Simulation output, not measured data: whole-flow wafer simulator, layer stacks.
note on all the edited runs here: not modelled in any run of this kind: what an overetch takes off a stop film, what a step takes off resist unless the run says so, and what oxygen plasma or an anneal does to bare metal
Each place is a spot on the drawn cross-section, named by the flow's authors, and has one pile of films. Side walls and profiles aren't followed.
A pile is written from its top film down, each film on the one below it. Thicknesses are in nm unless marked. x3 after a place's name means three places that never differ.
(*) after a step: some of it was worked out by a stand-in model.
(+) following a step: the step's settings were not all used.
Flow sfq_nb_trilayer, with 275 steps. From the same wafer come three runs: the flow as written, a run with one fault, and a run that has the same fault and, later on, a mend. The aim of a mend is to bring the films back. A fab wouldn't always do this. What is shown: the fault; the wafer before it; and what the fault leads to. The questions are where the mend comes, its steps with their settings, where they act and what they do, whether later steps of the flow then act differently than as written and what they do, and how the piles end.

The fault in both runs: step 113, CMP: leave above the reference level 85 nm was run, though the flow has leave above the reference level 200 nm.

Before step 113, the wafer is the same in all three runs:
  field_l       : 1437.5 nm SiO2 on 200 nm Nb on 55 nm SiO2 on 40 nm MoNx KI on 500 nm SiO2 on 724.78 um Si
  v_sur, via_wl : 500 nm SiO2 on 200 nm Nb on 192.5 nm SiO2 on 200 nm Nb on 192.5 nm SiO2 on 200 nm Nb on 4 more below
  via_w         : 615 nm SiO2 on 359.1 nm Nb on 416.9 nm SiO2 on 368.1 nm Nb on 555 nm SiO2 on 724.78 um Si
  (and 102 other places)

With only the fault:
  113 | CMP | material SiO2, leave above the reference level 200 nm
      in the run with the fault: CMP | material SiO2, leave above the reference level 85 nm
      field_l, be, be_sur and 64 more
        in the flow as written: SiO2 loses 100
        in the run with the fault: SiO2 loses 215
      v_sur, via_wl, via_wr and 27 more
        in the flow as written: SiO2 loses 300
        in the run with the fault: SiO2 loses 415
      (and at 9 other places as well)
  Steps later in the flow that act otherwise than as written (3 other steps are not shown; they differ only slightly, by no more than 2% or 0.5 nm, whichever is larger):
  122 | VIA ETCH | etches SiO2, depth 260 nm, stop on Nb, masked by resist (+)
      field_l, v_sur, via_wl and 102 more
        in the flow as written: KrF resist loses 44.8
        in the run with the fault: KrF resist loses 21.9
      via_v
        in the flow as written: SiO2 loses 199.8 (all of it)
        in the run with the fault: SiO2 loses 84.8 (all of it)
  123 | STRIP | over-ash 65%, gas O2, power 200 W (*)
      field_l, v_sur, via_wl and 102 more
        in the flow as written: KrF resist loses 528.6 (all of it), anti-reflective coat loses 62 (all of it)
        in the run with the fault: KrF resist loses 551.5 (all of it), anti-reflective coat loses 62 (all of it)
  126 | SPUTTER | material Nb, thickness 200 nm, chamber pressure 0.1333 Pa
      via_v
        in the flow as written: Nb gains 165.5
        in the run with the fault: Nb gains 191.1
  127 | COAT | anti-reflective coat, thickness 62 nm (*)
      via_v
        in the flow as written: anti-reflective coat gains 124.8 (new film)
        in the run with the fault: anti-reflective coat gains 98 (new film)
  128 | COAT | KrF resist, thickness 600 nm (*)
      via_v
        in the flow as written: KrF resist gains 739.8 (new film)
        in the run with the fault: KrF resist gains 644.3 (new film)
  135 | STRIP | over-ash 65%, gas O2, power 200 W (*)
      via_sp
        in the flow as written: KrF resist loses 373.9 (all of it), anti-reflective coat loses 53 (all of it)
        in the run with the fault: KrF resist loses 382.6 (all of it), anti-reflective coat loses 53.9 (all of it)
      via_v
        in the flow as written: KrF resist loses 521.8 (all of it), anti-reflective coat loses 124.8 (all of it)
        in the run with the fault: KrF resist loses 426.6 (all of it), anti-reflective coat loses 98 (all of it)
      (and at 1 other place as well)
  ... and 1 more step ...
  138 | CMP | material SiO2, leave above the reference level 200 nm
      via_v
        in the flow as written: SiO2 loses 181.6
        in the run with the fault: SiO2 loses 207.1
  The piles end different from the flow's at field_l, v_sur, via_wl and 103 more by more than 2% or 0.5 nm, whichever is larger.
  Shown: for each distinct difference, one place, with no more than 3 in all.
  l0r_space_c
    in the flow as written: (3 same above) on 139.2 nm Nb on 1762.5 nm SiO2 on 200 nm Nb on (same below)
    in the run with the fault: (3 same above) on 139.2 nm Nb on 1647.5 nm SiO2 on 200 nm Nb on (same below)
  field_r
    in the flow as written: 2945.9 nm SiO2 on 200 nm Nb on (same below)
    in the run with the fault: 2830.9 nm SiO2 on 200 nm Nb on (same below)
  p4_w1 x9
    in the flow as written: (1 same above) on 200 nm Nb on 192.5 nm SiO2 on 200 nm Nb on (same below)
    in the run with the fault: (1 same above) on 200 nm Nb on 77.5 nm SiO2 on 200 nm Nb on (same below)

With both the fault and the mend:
  After step 114 comes the mend.
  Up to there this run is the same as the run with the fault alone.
  114a | PECVD | material SiO2, thickness 115 nm, 150 C, 25.56 s, RF power 183.3 W, pressure 2.4 Torr, precursor SiH4/N2O (a further turn of the flow's step 112, with different settings)
      field_l, v_sur, via_wl and 103 more
        SiO2 gains 115
  None of the later steps of the flow acts differently than as written at any place that is followed.
  By the end, the piles equal the flow's at every place that both follow.
